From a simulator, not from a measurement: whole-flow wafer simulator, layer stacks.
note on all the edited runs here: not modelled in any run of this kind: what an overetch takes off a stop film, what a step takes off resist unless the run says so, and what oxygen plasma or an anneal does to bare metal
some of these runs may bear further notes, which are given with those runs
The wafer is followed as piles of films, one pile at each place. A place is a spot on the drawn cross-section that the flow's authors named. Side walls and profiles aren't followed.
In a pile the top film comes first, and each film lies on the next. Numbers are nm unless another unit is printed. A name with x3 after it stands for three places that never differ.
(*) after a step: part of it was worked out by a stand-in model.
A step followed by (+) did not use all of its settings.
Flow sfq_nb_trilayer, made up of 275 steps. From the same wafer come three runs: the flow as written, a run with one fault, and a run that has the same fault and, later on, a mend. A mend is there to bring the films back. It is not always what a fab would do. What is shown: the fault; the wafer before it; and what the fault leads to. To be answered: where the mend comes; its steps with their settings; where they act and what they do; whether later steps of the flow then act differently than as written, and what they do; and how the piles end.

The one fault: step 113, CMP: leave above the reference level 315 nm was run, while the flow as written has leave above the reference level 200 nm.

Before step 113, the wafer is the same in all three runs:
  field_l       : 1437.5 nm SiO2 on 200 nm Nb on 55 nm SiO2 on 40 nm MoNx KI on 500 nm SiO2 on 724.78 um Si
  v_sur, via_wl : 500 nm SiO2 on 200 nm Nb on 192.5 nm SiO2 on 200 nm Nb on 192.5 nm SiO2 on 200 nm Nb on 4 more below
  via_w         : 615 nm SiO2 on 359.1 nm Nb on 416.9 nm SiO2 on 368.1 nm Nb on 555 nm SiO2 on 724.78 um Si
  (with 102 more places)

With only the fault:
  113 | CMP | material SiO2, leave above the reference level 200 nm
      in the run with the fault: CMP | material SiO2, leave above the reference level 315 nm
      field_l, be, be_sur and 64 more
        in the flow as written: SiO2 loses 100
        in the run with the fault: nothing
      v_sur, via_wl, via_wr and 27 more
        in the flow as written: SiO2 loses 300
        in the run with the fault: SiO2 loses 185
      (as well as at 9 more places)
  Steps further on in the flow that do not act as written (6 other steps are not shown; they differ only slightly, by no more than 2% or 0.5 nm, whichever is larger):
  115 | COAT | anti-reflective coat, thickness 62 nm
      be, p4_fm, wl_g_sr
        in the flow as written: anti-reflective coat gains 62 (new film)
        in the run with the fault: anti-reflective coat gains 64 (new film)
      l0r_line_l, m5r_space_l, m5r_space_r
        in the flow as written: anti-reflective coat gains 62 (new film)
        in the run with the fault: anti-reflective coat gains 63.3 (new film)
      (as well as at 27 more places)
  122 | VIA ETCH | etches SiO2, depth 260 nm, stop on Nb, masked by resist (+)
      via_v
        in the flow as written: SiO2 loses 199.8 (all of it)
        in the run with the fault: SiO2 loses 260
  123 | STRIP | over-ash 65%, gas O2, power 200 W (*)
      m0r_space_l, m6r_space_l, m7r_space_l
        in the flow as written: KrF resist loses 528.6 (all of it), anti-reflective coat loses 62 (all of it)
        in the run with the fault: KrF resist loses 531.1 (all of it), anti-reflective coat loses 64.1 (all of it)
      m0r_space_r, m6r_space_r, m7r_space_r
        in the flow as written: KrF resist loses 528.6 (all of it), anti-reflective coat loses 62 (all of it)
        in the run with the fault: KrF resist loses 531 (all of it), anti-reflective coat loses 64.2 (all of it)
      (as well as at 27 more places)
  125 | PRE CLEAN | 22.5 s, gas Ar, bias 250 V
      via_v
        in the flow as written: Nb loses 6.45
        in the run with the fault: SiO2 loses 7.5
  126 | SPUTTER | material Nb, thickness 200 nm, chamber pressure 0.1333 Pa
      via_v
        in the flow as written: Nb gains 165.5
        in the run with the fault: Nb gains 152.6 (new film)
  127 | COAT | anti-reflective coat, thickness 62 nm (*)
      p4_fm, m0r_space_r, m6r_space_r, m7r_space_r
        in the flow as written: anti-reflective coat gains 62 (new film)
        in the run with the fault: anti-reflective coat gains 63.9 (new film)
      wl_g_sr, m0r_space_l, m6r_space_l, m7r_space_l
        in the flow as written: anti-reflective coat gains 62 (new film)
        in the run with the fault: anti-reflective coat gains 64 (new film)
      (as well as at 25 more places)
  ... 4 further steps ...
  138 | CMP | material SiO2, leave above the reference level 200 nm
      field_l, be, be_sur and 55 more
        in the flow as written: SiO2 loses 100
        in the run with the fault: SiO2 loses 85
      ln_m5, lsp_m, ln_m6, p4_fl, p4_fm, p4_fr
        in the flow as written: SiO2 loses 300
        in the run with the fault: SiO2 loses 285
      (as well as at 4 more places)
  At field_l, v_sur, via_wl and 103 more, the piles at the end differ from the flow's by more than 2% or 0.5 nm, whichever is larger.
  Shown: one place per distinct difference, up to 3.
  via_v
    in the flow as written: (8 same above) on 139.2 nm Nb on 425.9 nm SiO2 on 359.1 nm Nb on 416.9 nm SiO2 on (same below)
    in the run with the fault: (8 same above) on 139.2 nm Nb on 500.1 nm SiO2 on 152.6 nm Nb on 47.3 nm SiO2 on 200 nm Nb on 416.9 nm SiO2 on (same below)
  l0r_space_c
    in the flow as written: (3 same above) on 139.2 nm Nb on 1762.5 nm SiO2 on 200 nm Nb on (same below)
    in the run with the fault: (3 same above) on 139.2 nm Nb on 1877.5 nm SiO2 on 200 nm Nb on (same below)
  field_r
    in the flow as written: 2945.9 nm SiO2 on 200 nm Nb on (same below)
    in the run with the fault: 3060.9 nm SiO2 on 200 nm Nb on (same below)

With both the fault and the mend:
  The mend stands after step 114.
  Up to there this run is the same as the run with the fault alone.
  114a | CMP | material SiO2, leave above the reference level 200 nm (a further turn of the flow's step 113)
      field_l, be, be_sur and 64 more
        SiO2 loses 100
      v_sur, via_wl, via_w and 36 more
        SiO2 loses 115
  Every later step of the flow that is run acts as written at every place that is followed.
  At every place that both follow, the piles at the end match the flow's.
